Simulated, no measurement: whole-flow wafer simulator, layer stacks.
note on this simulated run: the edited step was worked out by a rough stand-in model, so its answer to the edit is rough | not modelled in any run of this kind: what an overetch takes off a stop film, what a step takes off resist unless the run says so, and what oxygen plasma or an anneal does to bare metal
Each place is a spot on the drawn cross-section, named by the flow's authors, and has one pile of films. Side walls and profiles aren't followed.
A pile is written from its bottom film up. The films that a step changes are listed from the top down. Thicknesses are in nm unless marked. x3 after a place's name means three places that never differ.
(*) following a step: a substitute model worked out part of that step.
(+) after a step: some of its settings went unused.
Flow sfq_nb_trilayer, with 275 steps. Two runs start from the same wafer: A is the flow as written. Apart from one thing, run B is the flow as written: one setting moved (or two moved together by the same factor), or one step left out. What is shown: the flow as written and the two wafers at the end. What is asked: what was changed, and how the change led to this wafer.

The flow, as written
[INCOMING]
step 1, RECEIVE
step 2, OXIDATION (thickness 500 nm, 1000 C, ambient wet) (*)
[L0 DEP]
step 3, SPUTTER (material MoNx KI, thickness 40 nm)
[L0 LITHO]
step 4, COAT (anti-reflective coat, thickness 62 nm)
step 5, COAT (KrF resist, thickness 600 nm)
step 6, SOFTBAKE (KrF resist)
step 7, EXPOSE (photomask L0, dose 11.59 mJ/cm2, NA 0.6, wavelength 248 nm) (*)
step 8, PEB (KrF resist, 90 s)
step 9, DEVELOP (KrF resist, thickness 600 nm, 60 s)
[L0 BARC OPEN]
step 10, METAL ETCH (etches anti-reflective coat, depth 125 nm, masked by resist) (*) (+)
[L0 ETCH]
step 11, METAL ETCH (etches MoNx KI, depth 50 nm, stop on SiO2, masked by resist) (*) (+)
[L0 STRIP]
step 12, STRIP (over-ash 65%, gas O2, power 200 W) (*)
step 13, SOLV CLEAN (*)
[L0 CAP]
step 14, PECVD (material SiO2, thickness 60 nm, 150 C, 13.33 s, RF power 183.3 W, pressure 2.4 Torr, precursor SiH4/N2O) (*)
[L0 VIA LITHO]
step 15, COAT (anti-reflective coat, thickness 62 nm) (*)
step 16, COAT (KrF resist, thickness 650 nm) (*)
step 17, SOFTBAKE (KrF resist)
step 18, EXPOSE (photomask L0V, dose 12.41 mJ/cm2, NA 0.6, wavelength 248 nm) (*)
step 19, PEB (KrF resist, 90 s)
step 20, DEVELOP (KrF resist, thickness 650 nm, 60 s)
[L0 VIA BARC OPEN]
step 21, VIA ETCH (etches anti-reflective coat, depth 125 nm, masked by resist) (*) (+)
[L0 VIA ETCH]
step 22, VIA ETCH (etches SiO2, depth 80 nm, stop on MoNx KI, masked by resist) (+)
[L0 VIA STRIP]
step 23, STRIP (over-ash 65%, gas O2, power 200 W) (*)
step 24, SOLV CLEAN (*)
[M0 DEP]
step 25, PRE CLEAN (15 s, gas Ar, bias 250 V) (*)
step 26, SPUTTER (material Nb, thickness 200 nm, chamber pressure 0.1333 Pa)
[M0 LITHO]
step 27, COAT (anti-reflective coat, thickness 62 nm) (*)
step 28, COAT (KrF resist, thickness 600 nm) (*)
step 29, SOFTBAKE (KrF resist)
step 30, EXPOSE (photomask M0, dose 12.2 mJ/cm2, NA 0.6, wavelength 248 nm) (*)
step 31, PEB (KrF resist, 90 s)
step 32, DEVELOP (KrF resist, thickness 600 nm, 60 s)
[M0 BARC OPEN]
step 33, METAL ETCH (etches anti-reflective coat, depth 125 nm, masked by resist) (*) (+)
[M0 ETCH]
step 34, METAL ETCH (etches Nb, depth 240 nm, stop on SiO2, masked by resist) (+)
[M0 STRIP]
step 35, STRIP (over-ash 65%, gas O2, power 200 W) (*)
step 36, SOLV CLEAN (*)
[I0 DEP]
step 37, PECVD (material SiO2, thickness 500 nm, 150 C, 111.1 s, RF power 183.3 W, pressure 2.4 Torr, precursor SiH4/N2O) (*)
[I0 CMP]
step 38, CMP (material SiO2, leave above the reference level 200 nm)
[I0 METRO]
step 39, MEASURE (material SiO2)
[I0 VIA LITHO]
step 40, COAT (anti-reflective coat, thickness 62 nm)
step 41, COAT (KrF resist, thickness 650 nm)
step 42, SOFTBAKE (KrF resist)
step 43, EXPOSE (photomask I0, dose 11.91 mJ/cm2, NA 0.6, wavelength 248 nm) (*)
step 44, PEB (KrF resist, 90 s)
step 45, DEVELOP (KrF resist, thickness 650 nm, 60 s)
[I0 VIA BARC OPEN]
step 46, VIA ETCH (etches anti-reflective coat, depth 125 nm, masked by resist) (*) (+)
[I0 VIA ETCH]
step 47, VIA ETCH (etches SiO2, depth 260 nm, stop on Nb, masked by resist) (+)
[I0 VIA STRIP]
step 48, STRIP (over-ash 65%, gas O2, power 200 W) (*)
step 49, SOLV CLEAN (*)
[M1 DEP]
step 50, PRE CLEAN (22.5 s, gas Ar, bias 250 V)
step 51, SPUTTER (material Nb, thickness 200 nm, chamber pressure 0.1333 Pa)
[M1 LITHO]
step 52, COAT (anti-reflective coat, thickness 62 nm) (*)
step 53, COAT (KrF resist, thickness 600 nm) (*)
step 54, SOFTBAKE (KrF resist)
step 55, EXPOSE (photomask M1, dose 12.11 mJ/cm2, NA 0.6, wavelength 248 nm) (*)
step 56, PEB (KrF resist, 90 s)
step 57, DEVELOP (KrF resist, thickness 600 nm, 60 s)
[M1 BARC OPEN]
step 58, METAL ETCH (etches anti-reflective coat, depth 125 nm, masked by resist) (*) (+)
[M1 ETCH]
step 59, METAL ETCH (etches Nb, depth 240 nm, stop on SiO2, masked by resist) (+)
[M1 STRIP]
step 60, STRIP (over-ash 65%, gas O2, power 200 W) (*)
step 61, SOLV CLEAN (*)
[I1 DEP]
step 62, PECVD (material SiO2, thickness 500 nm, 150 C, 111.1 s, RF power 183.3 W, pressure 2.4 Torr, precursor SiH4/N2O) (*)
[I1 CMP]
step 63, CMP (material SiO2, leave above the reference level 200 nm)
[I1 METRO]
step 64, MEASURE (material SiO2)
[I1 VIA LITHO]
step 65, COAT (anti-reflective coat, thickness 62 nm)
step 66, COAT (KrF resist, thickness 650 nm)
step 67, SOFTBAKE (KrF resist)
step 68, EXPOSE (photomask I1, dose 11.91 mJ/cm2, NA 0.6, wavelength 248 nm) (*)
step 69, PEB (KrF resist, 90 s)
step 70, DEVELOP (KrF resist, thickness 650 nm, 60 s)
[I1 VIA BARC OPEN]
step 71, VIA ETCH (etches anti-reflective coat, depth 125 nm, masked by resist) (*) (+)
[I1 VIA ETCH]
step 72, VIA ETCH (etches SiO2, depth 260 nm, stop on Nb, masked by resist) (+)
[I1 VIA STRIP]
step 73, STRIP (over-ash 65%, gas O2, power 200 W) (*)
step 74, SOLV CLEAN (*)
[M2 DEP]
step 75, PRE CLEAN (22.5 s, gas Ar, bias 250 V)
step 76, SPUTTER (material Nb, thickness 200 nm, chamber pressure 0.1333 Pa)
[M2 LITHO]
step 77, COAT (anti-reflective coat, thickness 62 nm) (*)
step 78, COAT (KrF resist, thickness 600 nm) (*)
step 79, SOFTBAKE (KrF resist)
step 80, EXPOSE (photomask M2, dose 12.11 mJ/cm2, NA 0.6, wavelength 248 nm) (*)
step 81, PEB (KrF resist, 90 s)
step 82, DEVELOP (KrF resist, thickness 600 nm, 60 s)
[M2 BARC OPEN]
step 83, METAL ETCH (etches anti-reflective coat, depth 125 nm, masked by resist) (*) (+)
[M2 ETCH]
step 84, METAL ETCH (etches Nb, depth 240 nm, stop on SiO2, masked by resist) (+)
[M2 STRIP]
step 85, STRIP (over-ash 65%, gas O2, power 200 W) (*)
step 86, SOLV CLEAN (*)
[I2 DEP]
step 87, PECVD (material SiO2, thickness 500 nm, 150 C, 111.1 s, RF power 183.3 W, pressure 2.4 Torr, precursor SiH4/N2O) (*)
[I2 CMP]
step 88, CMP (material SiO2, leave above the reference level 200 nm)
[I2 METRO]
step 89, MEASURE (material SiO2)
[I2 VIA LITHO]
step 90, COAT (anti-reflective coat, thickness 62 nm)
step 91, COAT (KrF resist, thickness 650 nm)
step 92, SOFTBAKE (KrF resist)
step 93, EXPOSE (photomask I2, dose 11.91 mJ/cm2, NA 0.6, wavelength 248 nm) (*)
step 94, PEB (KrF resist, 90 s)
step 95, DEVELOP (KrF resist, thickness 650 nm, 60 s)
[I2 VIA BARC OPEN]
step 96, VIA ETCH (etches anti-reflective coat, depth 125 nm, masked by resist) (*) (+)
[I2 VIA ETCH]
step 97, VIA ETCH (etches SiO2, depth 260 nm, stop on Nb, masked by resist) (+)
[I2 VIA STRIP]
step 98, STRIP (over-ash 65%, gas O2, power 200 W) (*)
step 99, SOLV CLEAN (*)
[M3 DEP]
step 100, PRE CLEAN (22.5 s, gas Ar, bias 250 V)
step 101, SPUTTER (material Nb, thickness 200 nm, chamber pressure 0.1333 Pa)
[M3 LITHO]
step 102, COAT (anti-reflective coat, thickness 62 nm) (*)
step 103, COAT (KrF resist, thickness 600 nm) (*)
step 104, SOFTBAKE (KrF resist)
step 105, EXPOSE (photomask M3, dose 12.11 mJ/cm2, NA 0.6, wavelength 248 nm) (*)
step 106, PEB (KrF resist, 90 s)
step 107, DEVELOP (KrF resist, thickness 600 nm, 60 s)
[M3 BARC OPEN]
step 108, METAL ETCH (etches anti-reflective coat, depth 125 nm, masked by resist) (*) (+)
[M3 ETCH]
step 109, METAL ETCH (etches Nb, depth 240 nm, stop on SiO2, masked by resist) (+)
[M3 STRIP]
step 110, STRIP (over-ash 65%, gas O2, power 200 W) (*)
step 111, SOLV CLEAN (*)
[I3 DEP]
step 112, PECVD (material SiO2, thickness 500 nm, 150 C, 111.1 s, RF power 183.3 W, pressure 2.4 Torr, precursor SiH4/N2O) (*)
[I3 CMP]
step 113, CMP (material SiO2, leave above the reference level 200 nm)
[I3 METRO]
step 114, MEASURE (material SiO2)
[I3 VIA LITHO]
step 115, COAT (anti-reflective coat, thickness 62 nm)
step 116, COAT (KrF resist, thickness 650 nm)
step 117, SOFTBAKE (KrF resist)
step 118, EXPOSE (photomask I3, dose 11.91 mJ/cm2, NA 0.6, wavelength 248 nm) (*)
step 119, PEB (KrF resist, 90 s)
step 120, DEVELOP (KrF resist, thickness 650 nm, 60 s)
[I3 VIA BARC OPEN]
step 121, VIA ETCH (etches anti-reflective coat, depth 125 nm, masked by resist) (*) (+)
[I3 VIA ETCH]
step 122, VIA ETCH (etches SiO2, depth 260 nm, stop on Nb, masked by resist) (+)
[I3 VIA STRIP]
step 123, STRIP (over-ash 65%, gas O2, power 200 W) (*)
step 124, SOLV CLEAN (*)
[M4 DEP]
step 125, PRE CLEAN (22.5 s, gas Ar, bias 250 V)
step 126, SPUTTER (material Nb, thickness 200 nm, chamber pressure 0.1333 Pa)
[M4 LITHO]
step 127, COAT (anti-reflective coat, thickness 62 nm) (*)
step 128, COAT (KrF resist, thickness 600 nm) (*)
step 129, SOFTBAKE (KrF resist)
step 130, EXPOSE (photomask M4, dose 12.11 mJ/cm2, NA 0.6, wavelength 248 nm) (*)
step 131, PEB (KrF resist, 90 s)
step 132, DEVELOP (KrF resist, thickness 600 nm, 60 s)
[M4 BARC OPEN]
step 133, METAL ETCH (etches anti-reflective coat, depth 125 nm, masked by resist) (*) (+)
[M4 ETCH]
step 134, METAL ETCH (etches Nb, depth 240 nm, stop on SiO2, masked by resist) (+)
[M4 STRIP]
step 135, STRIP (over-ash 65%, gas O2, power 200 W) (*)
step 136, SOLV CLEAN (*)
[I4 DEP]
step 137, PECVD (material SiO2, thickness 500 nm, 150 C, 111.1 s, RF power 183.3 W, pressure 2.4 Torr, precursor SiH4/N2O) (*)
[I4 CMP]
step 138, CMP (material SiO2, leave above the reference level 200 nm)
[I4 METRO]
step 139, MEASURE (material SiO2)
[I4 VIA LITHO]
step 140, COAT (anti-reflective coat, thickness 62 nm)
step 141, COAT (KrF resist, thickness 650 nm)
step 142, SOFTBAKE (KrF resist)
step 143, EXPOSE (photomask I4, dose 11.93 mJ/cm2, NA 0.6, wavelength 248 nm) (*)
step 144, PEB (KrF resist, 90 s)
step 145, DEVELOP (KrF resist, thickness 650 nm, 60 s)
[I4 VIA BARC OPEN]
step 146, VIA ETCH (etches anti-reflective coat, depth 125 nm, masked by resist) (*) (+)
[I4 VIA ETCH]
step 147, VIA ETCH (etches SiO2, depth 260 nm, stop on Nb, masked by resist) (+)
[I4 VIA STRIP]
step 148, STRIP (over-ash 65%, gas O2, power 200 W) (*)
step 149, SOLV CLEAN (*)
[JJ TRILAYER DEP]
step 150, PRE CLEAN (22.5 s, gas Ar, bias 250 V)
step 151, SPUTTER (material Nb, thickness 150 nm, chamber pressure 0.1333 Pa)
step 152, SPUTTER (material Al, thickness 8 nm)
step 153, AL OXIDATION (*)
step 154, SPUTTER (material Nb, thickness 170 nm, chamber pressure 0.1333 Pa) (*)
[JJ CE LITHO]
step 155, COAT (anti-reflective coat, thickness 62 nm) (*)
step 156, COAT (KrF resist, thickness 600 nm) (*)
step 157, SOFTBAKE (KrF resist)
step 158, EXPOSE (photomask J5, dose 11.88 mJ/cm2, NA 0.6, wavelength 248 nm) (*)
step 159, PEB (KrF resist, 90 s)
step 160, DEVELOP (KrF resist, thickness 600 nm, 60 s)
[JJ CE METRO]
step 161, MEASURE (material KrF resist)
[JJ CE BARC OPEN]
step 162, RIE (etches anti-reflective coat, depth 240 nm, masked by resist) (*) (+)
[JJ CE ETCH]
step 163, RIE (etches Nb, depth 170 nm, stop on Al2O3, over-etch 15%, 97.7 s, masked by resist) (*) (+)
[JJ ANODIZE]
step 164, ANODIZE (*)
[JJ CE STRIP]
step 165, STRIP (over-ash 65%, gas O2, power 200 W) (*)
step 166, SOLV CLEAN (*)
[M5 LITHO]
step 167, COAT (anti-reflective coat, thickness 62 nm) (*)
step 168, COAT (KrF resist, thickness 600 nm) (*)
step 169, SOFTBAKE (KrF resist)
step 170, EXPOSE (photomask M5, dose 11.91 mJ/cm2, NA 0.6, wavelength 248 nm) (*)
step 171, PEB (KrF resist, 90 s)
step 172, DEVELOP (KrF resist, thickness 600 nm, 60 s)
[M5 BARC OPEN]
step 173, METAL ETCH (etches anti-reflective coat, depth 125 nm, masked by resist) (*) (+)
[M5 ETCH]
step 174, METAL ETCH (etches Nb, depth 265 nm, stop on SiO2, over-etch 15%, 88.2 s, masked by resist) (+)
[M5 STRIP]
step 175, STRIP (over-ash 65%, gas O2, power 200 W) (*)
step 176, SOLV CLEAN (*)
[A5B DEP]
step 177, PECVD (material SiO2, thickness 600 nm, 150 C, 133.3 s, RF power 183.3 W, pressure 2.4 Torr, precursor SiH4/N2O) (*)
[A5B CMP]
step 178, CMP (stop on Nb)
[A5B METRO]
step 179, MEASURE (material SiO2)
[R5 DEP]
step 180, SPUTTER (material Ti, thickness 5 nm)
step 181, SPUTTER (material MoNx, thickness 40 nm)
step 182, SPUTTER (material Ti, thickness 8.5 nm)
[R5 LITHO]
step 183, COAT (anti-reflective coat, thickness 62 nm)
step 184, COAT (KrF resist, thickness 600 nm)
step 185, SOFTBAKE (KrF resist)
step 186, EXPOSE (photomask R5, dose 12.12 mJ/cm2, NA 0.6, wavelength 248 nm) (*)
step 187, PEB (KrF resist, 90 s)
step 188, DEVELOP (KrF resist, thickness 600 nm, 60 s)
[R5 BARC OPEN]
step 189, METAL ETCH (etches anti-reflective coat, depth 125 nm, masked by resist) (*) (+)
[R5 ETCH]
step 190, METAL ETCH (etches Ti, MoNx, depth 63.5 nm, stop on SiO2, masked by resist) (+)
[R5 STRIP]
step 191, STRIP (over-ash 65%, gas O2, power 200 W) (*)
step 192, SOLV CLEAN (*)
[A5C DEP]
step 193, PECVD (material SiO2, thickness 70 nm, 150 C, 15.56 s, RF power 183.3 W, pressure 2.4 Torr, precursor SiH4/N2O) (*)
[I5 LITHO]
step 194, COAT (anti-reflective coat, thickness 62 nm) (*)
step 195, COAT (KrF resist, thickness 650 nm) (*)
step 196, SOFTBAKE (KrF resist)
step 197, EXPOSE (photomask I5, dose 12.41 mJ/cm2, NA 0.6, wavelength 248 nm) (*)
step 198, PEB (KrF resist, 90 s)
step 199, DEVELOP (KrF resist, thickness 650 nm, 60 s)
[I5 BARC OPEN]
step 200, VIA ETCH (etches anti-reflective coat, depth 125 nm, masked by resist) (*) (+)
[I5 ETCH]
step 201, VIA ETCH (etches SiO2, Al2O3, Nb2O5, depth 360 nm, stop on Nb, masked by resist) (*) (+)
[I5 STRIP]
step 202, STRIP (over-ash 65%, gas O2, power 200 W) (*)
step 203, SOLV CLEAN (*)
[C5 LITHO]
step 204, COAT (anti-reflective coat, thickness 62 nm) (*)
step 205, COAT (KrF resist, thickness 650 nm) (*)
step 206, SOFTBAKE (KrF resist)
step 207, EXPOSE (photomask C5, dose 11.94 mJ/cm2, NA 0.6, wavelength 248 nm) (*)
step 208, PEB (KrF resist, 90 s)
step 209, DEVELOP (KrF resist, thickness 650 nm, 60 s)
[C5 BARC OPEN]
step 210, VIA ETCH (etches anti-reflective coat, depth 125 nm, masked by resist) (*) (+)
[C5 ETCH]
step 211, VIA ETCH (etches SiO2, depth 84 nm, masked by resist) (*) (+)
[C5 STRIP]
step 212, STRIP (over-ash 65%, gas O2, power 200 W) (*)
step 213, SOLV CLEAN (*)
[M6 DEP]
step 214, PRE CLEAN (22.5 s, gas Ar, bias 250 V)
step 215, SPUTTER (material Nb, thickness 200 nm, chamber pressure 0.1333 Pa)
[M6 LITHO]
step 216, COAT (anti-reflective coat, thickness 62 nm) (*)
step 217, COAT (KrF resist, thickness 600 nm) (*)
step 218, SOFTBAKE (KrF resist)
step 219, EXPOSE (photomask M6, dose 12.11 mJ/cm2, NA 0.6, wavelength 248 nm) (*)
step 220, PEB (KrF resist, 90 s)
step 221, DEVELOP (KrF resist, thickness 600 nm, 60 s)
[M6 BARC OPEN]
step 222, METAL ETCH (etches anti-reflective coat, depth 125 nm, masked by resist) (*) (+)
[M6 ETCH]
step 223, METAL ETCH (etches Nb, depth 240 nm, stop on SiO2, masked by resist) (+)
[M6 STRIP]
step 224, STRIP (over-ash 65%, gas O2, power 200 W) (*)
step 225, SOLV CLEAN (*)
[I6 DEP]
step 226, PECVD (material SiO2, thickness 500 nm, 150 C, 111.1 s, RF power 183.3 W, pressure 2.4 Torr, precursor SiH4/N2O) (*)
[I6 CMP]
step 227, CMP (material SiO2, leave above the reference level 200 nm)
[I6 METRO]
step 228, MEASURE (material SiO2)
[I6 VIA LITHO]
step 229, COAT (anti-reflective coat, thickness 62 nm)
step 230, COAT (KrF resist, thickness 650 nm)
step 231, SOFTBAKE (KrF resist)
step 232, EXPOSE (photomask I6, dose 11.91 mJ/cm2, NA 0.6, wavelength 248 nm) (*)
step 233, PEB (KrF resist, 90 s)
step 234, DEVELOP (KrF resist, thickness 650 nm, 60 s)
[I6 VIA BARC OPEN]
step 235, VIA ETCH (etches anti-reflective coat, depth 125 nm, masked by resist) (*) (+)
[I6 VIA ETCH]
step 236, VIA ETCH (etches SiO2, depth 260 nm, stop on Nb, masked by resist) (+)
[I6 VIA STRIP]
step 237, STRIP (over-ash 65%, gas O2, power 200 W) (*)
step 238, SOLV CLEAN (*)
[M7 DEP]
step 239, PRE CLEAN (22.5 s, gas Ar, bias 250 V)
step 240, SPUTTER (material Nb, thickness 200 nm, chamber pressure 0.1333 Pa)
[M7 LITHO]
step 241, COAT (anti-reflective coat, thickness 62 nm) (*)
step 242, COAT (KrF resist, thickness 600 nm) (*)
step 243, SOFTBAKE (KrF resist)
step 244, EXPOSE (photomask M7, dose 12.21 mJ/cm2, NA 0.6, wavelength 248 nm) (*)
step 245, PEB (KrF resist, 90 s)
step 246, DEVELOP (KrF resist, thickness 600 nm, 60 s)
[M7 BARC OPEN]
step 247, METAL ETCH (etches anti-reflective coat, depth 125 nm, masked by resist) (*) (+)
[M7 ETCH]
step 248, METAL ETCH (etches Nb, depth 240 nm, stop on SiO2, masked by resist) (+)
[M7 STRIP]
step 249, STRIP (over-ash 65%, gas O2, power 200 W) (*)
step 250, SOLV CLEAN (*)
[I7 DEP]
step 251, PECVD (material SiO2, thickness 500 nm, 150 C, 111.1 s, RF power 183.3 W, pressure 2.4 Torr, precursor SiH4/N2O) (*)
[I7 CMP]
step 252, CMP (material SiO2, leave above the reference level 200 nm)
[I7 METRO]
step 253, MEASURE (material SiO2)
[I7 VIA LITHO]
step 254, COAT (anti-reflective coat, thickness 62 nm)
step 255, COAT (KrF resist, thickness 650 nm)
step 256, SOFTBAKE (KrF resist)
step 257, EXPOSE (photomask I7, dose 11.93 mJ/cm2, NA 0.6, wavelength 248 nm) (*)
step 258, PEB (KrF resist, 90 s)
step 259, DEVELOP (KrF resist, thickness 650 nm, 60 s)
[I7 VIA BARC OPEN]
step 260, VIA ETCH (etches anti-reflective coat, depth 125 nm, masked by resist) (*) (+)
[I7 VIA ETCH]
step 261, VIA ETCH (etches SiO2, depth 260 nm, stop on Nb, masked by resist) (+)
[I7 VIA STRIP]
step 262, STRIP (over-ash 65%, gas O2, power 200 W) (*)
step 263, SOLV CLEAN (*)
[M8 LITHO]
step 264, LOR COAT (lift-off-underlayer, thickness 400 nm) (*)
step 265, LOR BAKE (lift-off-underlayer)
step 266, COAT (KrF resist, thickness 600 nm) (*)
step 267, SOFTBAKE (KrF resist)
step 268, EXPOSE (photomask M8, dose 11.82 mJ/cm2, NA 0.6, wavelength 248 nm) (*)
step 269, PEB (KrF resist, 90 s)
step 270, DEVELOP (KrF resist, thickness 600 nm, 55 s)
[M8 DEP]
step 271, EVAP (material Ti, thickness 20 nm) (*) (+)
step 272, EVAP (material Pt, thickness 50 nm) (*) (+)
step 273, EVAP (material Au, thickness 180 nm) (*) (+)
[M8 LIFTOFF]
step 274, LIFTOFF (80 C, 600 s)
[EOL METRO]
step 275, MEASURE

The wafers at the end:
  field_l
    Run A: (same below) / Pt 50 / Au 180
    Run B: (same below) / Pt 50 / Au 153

What caused this: step 273, EVAP: thickness 153 nm was run, whereas the flow has thickness 180 nm.
One can read it off the wafer: field_l has Au 153, and step 273 as written asks for 180 nm.

The path from the change to this, step by step:
  step 273, EVAP (material Au, thickness 180 nm) (*) (+)
      field_l, v_sur, via_wl and 103 more: A +180 Au (new film) | B +153 Au (new film)
  step 274, LIFTOFF (80 C, 600 s)
      p4_fl, p4_fm, p4_w1 and 71 more: A -180 Au (all of it), -50 Pt (all of it), -20 Ti (all of it), -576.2 KrF resist (all of it), -400 lift-off-underlayer (all of it) | B -153 Au (all of it), -50 Pt (all of it), -20 Ti (all of it), -576.2 KrF resist (all of it), -400 lift-off-underlayer (all of it)
      c5j, ce_r: A -180 Au (all of it), -50 Pt (all of it), -20 Ti (all of it), -573.3 KrF resist (all of it), -399.3 lift-off-underlayer (all of it) | B -153 Au (all of it), -50 Pt (all of it), -20 Ti (all of it), -573.3 KrF resist (all of it), -399.3 lift-off-underlayer (all of it)
      (as well as at 19 more places)
